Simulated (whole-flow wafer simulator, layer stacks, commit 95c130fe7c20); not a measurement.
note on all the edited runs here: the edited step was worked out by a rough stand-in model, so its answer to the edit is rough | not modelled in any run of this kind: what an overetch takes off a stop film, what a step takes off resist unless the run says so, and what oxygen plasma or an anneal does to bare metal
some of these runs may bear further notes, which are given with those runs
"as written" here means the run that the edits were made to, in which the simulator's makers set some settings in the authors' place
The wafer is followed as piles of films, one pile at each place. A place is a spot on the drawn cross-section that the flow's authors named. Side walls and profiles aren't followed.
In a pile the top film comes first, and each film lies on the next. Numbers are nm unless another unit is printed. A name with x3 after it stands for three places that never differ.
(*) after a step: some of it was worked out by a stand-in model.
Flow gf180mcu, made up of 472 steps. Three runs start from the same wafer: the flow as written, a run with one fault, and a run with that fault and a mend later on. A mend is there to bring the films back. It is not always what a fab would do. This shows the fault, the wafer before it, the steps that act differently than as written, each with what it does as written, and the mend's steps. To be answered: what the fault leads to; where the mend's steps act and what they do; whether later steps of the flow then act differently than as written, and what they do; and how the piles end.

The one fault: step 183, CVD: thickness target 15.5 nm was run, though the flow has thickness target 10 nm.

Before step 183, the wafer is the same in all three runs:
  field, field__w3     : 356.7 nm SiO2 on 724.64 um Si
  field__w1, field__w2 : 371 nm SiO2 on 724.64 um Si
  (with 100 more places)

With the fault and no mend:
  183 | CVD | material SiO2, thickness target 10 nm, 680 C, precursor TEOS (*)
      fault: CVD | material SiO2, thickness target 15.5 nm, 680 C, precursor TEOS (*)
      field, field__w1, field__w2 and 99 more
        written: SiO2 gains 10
        fault: SiO2 gains 15.5
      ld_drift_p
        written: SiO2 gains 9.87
        fault: SiO2 gains 15.3
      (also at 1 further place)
  Steps later in the flow that act otherwise than as written (21 more steps, not shown, differ only slightly: by at most 2% or 0.5 nm, whichever is larger):
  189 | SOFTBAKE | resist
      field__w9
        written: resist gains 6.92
        fault: resist loses 3.07
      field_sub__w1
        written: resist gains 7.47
        fault: resist gains 9.77
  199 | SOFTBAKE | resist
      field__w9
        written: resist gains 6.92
        fault: resist loses 3.07
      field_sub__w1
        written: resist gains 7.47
        fault: resist gains 9.77
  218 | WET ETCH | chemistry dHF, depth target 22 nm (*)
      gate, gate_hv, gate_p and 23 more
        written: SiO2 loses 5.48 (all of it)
        fault: SiO2 loses 11 (all of it)
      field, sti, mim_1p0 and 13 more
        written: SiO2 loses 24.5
        fault: SiO2 loses 25.3
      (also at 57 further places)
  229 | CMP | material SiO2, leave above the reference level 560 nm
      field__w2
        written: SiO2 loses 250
        fault: SiO2 loses 255.8
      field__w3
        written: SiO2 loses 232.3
        fault: SiO2 loses 238
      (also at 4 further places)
  The piles end different from the flow's at spacer by more than 2% or 0.5 nm, whichever is larger.
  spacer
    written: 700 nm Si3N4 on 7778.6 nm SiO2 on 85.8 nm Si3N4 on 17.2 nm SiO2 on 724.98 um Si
    fault: 700 nm Si3N4 on 7773.1 nm SiO2 on 85.8 nm Si3N4 on 22.7 nm SiO2 on 724.98 um Si

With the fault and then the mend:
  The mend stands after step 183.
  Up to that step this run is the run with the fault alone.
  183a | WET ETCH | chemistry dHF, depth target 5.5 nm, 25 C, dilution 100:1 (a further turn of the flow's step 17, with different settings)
      field, field__w1, field__w2 and 101 more
        SiO2 loses 5.5
  Later steps of the flow that are run all act as written at every place that is followed, up to a difference of at most 2% or 0.5 nm, whichever is larger.
  At the end the piles are close to the flow's at the places that both follow, differing by at most 2% or 0.5 nm, whichever is larger.
